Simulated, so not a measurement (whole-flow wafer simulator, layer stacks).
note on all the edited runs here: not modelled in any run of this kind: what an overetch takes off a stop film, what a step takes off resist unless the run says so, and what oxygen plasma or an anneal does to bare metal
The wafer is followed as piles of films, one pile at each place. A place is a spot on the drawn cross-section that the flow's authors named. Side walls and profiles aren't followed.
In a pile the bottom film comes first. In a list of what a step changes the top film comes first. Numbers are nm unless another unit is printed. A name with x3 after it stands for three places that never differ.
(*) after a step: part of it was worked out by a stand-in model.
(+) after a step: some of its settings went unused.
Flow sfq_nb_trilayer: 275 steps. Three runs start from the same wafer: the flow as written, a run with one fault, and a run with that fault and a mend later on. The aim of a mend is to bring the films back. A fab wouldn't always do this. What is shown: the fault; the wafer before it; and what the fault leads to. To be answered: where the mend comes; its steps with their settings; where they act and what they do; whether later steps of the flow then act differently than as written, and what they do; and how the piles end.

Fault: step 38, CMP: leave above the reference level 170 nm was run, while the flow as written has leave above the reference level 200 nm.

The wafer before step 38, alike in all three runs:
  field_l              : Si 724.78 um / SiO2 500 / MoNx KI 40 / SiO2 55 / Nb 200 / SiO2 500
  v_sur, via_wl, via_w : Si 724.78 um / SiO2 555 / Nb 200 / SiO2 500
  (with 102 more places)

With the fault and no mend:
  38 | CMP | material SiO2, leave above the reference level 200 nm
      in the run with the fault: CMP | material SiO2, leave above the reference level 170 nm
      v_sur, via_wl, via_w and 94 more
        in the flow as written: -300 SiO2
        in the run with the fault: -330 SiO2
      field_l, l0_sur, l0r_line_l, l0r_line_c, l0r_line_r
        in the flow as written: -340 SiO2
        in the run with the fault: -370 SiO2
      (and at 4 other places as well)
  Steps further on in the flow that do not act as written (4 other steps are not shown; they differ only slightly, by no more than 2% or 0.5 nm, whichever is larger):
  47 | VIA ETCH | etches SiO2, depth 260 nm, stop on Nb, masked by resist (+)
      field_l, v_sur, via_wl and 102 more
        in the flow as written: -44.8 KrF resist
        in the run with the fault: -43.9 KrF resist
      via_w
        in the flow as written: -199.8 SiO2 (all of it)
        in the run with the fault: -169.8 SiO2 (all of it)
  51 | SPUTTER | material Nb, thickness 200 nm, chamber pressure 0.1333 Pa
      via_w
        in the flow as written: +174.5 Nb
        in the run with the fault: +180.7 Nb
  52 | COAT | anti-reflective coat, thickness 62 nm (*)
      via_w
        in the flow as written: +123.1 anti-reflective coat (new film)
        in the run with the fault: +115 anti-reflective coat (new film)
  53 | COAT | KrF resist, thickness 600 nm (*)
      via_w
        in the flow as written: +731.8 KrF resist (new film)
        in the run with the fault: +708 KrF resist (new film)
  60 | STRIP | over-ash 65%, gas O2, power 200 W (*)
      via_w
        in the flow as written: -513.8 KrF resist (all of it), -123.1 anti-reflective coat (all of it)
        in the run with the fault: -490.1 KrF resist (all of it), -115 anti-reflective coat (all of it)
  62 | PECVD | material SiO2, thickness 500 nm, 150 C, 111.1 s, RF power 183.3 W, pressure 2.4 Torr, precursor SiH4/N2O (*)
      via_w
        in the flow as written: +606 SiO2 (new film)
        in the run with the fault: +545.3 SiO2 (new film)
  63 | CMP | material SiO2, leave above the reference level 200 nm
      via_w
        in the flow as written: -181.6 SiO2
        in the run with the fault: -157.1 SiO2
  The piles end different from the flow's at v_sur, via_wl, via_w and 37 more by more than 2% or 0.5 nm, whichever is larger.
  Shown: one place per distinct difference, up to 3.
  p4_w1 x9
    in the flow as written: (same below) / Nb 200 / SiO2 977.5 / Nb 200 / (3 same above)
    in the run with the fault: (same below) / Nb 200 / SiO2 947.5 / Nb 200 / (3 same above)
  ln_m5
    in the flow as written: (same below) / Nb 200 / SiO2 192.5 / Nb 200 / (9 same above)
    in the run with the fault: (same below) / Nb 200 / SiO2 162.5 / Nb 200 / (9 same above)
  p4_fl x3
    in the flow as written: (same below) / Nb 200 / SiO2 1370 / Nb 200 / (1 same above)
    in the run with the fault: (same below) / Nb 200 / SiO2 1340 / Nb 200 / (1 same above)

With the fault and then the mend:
  The mend follows step 45.
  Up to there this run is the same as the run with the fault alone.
  45a | STRIP | over-ash 65%, gas O2, power 200 W (*)
      field_l, v_sur, via_wl and 102 more
        -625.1 KrF resist (all of it), -62 anti-reflective coat (all of it)
      via_w
        -62 anti-reflective coat (all of it)
  45b | PECVD | material SiO2, thickness 30 nm, 150 C, 6.667 s, RF power 183.3 W, pressure 2.4 Torr, precursor SiH4/N2O (the flow's step 37 again, with other settings)
      field_l, v_sur, via_wl and 103 more
        +30 SiO2
  45c | COAT | anti-reflective coat, thickness 62 nm (the flow's step 40 again)
      field_l, v_sur, via_wl and 103 more
        +62 anti-reflective coat (new film)
  45d | COAT | KrF resist, thickness 650 nm (the flow's step 41 again)
      field_l, v_sur, via_wl and 103 more
        +650 KrF resist (new film)
  45e | SOFTBAKE | KrF resist (the flow's step 42 again)
      does not change any film at any place that is followed
  45f | EXPOSE | photomask I0, dose 11.91 mJ/cm2, NA 0.6, wavelength 248 nm (*) (the flow's step 43 again)
      does not change any film at any place that is followed
  45g | PEB | KrF resist, 90 s (the flow's step 44 again)
      field_l, v_sur, via_wl and 103 more
        -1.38 KrF resist
  45h | DEVELOP | KrF resist, thickness 650 nm, 60 s (the flow's step 45 again)
      field_l, v_sur, via_wl and 102 more
        -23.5 KrF resist
      via_w
        -648.6 KrF resist (all of it)
  Every later step of the flow that is run acts as written, at every place that is followed, to within 2% or 0.5 nm, whichever is larger.
  At the end the piles are close to the flow's at the places that both follow, differing by at most 2% or 0.5 nm, whichever is larger.
